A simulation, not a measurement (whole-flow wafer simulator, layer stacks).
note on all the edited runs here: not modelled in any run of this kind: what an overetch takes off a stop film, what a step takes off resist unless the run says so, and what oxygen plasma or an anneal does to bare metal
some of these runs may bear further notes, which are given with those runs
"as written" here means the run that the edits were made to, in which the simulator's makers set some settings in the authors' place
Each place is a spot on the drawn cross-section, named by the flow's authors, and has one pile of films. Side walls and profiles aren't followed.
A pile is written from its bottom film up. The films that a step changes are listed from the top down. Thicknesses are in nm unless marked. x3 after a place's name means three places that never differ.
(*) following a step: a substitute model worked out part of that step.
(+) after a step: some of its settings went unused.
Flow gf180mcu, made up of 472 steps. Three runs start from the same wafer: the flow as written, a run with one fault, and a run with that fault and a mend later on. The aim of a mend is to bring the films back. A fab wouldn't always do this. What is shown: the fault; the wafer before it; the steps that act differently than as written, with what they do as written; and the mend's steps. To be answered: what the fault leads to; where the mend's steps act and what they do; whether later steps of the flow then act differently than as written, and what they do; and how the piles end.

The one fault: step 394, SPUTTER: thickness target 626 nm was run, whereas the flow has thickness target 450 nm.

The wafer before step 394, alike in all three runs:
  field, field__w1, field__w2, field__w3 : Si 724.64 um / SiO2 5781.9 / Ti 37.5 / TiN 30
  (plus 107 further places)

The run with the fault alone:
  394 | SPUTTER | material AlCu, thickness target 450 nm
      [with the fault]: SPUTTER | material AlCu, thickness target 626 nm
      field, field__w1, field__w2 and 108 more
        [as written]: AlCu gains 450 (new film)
        [with the fault]: AlCu gains 626 (new film)
  Steps further on in the flow that do not act as written (1 other step is not shown; it differs only slightly, by no more than 2% or 0.5 nm, whichever is larger):
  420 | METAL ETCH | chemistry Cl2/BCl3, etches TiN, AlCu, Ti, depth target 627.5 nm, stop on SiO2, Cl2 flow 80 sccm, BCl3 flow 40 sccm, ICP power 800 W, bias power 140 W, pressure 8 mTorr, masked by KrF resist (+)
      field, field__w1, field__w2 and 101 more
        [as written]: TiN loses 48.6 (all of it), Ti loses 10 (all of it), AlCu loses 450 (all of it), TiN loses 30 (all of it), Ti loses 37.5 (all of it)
        [with the fault]: TiN loses 48.6 (all of it), Ti loses 10 (all of it), AlCu loses 568.9
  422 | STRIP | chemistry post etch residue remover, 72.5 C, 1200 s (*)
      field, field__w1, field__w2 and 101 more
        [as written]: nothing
        [with the fault]: AlCu loses 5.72
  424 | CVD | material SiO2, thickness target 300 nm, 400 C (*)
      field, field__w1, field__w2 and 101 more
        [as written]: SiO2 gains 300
        [with the fault]: SiO2 gains 300 (new film)
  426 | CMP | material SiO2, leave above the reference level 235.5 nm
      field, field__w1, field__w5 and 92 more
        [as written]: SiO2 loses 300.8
        [with the fault]: SiO2 loses 243.7
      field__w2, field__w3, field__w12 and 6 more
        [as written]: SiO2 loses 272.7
        [with the fault]: SiO2 loses 212.9
  The piles end different from the flow's at field, field__w1, field__w2 and 109 more by more than 2% or 0.5 nm, whichever is larger.
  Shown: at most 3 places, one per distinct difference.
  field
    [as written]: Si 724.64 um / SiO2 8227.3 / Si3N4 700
    [with the fault]: Si 724.64 um / SiO2 5781.9 / Ti 37.5 / TiN 30 / AlCu 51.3 / SiO2 2502.5 / Si3N4 700
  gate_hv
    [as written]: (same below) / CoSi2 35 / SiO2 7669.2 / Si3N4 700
    [with the fault]: (same below) / CoSi2 35 / SiO2 5223.8 / Ti 37.5 / TiN 30 / AlCu 51.3 / SiO2 2502.5 / Si3N4 700
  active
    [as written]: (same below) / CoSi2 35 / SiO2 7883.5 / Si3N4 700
    [with the fault]: (same below) / CoSi2 35 / SiO2 5438.1 / Ti 37.5 / TiN 30 / AlCu 51.3 / SiO2 2502.5 / Si3N4 700

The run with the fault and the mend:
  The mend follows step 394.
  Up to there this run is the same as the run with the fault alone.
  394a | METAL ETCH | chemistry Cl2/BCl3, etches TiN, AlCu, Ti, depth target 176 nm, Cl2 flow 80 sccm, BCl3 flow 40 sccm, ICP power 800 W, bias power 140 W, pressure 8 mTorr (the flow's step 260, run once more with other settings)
      field, field__w1, field__w2 and 108 more
        AlCu loses 176
  Later steps of the flow that are run all act as written at every place that is followed.
  The piles end the same as the flow's at every place that both follow.
